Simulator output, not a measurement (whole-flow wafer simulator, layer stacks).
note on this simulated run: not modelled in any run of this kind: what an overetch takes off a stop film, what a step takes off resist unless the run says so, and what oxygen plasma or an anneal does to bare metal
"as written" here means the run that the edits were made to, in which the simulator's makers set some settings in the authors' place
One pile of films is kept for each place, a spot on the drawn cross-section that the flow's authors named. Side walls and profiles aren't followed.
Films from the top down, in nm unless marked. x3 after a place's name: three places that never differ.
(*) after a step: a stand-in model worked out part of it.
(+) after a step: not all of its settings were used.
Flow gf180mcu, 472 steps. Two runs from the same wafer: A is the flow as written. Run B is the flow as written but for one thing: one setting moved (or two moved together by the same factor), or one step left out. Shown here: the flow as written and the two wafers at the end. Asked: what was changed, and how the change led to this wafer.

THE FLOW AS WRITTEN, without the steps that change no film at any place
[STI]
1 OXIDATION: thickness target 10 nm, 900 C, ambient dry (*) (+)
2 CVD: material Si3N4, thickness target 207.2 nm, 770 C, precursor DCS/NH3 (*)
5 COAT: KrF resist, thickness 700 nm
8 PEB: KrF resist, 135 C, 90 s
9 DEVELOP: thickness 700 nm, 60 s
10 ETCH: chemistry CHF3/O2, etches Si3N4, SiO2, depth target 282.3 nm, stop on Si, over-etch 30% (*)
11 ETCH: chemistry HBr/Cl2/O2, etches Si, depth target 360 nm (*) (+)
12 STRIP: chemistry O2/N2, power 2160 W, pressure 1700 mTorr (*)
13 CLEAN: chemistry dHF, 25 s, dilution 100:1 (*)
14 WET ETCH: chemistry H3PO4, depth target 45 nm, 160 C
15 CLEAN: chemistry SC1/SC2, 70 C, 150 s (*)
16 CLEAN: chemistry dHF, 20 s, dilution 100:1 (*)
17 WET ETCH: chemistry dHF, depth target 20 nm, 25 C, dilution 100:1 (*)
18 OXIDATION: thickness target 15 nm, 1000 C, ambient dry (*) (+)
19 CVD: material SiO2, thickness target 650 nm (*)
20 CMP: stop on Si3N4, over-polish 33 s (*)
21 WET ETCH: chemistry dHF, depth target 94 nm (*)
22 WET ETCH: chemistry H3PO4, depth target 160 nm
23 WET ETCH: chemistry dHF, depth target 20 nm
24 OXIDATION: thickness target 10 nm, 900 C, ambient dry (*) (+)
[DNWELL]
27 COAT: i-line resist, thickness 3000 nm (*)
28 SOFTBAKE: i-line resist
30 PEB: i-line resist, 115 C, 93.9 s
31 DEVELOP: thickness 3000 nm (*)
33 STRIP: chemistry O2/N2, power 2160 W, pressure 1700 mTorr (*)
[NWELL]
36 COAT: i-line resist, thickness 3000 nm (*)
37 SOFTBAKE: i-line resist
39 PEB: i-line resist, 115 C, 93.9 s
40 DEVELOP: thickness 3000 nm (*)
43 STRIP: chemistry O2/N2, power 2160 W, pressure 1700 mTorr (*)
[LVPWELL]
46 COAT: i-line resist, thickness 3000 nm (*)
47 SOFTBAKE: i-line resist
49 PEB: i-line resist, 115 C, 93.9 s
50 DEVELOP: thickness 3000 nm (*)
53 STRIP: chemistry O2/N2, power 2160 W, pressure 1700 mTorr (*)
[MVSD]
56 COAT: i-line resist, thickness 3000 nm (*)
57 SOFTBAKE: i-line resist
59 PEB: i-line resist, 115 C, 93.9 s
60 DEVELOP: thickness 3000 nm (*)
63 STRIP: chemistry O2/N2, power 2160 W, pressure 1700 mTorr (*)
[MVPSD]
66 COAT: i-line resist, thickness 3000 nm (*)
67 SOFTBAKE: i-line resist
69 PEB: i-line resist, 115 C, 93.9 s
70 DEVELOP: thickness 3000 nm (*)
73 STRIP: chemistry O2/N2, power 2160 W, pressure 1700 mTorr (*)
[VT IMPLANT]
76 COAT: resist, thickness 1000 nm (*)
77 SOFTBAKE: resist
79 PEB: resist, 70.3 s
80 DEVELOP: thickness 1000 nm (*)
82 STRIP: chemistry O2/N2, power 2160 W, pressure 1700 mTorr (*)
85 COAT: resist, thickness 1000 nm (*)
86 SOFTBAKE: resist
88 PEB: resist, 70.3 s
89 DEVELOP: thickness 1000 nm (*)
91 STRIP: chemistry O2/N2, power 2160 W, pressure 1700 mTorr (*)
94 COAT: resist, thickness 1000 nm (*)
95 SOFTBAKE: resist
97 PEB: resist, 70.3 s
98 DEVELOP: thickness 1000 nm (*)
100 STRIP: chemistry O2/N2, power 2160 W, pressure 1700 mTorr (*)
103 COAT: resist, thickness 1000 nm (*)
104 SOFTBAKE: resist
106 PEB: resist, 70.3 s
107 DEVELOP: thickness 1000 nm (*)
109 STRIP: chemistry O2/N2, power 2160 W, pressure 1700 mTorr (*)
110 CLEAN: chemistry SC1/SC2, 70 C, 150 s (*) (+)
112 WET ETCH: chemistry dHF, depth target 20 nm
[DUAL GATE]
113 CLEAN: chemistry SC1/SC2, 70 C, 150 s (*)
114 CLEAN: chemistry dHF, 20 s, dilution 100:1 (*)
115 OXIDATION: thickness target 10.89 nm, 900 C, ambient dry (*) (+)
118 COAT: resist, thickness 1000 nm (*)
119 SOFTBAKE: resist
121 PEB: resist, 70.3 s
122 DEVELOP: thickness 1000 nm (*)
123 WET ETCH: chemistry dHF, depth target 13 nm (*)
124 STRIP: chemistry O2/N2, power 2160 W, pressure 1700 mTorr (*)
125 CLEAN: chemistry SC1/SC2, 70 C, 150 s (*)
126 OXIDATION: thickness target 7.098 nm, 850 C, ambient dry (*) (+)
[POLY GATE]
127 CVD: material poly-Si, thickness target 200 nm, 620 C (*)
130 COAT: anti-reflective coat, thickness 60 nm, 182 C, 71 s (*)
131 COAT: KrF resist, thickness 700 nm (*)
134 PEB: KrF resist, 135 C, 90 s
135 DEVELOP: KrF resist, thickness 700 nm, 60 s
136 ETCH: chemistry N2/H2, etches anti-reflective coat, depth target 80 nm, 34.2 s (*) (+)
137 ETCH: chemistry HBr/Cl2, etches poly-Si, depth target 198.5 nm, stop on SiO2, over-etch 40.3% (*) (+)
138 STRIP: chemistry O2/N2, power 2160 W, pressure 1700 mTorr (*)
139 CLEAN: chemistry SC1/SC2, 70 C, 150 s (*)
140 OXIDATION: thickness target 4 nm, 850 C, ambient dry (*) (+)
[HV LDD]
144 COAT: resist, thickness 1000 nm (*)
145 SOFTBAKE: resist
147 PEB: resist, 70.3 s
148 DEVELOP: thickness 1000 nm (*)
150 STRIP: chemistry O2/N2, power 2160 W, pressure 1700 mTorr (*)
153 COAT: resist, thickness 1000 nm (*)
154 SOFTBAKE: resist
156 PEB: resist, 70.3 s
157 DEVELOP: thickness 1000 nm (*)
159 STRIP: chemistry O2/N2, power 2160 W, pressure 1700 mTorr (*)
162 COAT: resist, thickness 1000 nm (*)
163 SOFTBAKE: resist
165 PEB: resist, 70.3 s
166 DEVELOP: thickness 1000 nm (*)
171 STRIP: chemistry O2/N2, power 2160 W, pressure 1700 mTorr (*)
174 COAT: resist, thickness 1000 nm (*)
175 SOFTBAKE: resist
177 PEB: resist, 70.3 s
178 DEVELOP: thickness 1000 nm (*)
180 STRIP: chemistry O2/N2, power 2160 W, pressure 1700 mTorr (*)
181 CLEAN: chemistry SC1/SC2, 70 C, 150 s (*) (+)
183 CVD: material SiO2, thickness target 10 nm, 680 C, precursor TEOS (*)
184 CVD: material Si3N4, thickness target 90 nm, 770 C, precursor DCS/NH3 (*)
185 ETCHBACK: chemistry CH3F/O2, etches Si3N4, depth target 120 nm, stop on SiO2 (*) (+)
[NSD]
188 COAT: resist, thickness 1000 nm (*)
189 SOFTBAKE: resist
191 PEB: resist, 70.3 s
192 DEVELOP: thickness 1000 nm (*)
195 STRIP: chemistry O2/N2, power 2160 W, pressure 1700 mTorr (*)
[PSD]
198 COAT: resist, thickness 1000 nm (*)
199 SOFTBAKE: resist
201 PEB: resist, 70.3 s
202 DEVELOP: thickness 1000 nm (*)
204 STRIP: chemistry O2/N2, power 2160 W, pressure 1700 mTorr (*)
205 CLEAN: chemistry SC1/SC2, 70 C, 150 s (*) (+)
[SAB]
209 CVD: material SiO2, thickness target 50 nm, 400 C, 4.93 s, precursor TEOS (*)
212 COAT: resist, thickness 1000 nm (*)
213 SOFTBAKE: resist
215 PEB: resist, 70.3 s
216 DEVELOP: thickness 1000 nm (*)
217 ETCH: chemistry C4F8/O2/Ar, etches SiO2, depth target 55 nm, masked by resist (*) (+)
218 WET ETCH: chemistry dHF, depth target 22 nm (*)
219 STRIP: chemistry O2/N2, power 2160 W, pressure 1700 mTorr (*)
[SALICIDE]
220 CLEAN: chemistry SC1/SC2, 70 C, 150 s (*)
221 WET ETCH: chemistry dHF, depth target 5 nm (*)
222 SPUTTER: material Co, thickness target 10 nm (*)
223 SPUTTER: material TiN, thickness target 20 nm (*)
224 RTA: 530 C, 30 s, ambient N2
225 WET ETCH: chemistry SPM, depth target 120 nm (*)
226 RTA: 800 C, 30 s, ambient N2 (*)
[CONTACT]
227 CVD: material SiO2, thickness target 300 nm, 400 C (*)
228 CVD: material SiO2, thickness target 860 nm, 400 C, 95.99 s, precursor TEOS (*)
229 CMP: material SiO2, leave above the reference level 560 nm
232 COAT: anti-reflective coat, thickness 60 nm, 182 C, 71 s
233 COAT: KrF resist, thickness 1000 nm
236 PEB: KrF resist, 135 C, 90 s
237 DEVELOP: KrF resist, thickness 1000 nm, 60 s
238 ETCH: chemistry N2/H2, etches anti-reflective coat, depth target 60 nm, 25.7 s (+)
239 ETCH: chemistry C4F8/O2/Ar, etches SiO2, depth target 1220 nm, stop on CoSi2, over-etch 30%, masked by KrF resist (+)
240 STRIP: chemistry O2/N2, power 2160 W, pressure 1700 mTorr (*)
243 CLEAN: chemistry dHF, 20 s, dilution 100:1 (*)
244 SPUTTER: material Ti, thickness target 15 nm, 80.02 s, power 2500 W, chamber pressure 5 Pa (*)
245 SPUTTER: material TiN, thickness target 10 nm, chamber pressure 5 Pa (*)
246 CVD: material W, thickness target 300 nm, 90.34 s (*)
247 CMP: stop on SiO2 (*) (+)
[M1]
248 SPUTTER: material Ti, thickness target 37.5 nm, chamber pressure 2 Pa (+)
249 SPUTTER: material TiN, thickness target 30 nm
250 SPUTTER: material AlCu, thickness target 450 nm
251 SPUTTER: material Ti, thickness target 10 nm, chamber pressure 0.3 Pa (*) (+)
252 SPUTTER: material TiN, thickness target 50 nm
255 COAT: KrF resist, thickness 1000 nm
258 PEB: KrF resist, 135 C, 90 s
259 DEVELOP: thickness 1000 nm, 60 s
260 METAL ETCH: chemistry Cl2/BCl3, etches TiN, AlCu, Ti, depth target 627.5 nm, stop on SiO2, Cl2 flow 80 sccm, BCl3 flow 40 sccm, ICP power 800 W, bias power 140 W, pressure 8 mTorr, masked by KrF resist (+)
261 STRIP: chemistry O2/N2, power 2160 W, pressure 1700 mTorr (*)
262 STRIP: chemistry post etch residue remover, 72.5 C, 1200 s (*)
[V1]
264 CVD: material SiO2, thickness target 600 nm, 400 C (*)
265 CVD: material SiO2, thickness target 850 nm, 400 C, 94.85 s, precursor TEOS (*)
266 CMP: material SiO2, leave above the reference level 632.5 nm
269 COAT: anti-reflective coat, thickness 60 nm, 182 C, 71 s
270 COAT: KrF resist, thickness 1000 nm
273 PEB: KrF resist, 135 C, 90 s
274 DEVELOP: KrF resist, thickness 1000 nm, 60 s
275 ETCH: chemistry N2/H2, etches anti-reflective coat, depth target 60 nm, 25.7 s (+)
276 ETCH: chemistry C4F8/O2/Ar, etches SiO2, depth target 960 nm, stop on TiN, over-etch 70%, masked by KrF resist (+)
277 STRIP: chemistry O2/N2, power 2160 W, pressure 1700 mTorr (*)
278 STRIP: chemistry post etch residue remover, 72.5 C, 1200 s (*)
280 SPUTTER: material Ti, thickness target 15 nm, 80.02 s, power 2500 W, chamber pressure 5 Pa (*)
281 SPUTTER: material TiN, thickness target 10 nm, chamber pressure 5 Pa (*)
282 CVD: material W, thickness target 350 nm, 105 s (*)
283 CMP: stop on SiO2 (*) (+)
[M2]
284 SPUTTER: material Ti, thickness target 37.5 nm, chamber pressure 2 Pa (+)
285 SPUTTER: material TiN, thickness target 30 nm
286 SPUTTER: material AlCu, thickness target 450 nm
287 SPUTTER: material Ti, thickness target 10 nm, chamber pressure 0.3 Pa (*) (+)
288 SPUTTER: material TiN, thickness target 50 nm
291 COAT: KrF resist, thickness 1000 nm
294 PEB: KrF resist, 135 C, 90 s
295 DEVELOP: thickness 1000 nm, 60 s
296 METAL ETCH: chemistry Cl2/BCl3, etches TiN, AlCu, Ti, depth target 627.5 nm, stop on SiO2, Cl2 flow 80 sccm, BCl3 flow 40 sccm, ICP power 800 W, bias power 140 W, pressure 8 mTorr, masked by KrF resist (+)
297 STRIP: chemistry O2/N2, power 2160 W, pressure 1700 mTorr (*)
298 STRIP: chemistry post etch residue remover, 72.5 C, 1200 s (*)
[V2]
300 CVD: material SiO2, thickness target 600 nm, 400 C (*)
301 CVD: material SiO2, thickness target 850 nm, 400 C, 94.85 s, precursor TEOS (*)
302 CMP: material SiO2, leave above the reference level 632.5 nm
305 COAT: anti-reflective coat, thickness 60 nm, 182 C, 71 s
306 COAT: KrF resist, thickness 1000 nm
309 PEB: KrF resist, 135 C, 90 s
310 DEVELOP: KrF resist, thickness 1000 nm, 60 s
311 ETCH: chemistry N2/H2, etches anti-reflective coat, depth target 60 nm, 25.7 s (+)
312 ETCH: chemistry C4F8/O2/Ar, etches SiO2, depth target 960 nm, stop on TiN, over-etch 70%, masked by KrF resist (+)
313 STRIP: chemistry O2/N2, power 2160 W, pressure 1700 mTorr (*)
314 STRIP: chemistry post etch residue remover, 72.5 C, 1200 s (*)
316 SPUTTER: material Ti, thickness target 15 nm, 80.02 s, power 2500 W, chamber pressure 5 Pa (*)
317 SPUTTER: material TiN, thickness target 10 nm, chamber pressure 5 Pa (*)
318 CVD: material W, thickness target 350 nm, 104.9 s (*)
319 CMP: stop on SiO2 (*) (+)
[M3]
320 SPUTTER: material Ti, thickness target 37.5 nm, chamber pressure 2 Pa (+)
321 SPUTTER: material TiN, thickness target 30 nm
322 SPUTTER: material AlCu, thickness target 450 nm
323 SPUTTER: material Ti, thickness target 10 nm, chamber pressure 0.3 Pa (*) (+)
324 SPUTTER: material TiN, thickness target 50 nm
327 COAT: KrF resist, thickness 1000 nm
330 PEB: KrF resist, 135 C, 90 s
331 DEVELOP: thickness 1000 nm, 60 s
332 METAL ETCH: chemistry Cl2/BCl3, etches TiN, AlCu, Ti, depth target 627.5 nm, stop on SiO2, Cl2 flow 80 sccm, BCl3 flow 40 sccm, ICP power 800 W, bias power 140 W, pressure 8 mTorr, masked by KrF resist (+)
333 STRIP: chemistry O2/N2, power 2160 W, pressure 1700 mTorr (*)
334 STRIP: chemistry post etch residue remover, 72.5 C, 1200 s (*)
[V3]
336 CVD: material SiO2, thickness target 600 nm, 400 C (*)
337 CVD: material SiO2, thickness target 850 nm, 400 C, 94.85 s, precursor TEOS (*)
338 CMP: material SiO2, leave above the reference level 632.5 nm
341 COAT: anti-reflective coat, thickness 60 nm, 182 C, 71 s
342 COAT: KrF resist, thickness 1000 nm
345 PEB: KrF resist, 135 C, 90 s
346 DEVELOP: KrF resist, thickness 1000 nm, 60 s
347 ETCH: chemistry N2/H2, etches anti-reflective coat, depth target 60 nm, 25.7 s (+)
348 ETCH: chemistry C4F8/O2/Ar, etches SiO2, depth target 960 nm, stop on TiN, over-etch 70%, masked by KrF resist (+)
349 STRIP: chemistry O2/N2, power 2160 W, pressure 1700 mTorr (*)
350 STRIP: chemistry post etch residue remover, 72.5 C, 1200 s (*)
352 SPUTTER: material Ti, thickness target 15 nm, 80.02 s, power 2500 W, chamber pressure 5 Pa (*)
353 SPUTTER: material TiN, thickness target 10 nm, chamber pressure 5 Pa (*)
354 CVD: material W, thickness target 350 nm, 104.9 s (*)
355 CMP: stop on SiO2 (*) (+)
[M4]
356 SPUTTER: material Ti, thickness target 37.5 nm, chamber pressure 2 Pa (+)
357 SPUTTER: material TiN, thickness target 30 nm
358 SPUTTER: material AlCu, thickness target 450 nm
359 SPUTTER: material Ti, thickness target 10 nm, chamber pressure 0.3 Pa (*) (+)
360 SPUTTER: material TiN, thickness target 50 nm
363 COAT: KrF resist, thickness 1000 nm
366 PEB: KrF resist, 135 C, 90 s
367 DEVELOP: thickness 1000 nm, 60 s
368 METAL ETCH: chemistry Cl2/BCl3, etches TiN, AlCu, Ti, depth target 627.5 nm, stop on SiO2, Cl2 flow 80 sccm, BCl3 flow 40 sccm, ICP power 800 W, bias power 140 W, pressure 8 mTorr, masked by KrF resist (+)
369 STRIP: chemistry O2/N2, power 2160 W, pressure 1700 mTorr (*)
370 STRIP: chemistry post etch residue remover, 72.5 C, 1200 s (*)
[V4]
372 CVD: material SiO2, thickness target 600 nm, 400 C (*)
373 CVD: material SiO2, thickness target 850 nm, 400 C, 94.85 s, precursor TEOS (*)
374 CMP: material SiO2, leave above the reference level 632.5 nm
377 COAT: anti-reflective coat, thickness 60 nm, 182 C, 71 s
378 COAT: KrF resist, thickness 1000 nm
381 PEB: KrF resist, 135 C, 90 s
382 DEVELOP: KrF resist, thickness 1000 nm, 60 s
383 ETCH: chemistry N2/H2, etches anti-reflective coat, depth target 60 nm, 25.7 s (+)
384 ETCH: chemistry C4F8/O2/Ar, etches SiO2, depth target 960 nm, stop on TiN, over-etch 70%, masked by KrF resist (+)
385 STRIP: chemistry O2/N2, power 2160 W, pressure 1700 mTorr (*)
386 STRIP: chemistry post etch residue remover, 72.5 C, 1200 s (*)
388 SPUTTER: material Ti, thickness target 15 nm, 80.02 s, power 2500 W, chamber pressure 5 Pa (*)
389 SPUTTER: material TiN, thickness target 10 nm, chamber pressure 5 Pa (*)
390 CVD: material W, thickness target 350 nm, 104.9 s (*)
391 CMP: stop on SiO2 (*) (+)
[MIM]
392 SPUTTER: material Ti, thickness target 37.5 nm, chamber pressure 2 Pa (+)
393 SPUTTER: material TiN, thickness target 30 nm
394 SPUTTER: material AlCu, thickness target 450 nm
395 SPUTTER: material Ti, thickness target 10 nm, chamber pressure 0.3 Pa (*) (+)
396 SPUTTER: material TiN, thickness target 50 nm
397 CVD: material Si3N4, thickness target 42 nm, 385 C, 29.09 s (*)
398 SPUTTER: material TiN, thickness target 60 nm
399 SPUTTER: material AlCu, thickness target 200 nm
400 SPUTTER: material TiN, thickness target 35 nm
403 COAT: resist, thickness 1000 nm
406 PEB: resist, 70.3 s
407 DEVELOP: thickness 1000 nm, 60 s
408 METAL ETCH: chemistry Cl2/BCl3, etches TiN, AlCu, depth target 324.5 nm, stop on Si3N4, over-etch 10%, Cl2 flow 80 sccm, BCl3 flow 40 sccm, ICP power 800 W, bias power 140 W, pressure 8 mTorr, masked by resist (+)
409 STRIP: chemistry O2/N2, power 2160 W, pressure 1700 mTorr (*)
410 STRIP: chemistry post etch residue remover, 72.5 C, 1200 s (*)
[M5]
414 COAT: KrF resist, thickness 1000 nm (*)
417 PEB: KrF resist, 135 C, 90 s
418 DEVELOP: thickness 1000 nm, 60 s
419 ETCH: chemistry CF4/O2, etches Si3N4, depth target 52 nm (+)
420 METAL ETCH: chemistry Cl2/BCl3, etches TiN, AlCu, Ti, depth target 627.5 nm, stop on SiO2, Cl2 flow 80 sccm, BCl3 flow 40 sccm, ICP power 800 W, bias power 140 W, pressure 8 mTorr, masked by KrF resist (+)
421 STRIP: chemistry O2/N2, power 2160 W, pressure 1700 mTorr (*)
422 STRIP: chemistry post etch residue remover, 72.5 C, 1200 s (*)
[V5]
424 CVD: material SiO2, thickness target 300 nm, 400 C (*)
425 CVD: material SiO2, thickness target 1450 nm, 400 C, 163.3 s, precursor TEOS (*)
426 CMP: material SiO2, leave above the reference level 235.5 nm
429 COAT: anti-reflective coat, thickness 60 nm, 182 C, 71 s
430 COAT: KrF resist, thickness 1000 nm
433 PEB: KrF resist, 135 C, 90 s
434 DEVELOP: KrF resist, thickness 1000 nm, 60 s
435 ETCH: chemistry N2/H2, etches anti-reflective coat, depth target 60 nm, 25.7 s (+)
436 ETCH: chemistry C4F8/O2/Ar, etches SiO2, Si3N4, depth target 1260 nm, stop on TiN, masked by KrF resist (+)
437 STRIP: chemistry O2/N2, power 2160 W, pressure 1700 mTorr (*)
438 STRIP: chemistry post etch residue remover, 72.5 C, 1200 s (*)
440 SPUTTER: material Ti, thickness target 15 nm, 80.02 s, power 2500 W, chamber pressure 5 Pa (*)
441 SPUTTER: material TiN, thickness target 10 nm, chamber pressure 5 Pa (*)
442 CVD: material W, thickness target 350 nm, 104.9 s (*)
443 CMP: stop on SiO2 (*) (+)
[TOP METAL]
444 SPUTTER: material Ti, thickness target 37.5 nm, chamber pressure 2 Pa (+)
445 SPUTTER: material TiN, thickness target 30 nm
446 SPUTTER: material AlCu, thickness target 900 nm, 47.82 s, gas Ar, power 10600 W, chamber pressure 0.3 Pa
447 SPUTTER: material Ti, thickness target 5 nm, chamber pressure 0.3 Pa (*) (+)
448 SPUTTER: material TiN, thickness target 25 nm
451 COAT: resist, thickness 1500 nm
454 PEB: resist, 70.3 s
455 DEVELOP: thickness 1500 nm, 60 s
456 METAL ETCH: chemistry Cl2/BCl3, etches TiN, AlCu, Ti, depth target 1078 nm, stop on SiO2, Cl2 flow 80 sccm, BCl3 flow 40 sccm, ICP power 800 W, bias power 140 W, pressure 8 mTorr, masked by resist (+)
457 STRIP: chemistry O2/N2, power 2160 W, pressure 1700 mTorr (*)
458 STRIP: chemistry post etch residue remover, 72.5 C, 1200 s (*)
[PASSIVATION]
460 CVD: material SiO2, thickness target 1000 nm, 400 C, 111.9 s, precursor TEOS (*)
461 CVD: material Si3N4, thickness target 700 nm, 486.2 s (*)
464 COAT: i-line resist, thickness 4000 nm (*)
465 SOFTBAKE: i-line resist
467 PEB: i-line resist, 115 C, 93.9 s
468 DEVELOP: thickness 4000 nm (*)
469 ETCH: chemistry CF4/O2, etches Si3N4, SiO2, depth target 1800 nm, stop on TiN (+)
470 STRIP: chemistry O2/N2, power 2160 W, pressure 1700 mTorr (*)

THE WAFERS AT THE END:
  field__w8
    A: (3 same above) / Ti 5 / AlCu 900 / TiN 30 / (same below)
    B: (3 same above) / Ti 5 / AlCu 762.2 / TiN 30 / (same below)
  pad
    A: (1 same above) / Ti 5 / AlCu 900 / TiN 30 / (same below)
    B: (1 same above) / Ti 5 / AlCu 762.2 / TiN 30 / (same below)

The cause: step 446, SPUTTER: 40.65 s was run, where the flow has 47.82 s.

How the change led to this, step by step:
  446 SPUTTER: material AlCu, thickness target 900 nm, 47.82 s, gas Ar, power 10600 W, chamber pressure 0.3 Pa
      field, field__w1, field__w2 and 109 more: A AlCu +900 (new film) | B AlCu +762.2 (new film)
  456 METAL ETCH: chemistry Cl2/BCl3, etches TiN, AlCu, Ti, depth target 1078 nm, stop on SiO2, Cl2 flow 80 sccm, BCl3 flow 40 sccm, ICP power 800 W, bias power 140 W, pressure 8 mTorr, masked by resist (+)
      field, field__w1, field__w2 and 103 more: A TiN -25 (all of it), Ti -5 (all of it), AlCu -900 (all of it), TiN -30 (all of it), Ti -37.5 (all of it) | B TiN -25 (all of it), Ti -5 (all of it), AlCu -762.2 (all of it), TiN -30 (all of it), Ti -37.5 (all of it)
  464 COAT: i-line resist, thickness 4000 nm (*)
      field__w8: A i-line resist +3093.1 (new film) | B i-line resist +3215 (new film)
      contact: A i-line resist +3153.6 (new film) | B i-line resist +3262.7 (new film)
      (and at 4 more places)
  465 SOFTBAKE: i-line resist
      field__w11, field__w13: A i-line resist +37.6 | B i-line resist +30.4
      ld_acc_p, ld_fp_p: A i-line resist +33.8 | B i-line resist +27.3
      (and at 65 more places)
  467 PEB: i-line resist, 115 C, 93.9 s
      field__w8, m1__w1: A i-line resist -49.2 | B i-line resist -51.7
      contact, m1: A i-line resist -49.6 | B i-line resist -52
      (and at 2 more places)
  468 DEVELOP: thickness 4000 nm (*)
      pad: A i-line resist -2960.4 (all of it) | B i-line resist -3094.6 (all of it)
  470 STRIP: chemistry O2/N2, power 2160 W, pressure 1700 mTorr (*)
      field__w8, m1__w1: A i-line resist -1775.9 (all of it) | B i-line resist -1908 (all of it)
      contact: A i-line resist -1798.3 (all of it) | B i-line resist -1925.7 (all of it)
      (and at 2 more places)
